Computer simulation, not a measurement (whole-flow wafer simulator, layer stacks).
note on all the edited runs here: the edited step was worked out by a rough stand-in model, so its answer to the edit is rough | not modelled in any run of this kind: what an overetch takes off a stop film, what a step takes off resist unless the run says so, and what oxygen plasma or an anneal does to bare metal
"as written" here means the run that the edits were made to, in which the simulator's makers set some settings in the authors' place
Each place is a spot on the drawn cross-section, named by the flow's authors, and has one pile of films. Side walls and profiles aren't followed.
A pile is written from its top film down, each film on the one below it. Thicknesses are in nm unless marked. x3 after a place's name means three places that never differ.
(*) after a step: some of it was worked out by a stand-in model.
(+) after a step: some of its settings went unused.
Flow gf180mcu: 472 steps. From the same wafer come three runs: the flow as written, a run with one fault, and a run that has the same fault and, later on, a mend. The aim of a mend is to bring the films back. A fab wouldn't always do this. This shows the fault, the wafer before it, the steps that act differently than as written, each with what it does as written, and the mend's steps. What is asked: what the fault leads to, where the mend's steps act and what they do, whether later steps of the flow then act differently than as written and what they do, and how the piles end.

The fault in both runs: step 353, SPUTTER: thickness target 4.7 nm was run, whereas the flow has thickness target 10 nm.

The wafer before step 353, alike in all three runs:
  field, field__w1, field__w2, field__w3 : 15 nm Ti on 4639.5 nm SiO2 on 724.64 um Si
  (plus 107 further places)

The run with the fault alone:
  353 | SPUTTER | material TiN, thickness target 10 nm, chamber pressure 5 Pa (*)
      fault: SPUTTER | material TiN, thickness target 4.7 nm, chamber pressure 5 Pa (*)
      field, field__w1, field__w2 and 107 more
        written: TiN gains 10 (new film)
        fault: TiN gains 4.7 (new film)
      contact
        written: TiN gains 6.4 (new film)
        fault: TiN gains 3.01 (new film)
  Later steps of the flow acting differently than as written (1 more step, not shown, differs only slightly: by at most 2% or 0.5 nm, whichever is larger):
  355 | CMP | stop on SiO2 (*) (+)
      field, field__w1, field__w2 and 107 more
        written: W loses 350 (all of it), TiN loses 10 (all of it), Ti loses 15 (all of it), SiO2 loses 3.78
        fault: W loses 350 (all of it), TiN loses 4.7 (all of it), Ti loses 15 (all of it), SiO2 loses 3.73
  At contact, the piles at the end differ from the flow's by more than 2% or 0.5 nm, whichever is larger.
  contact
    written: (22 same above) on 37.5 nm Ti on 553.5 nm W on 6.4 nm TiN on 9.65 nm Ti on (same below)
    fault: (22 same above) on 37.5 nm Ti on 556.9 nm W on 3.01 nm TiN on 9.65 nm Ti on (same below)

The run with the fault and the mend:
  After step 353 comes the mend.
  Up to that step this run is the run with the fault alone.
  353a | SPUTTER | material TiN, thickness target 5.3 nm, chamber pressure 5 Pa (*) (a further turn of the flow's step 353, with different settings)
      field, field__w1, field__w2 and 107 more
        TiN gains 5.3
      contact
        TiN gains 3.39
  Later steps of the flow that are run all act as written at every place that is followed.
  By the end, the piles equal the flow's at every place that both follow.
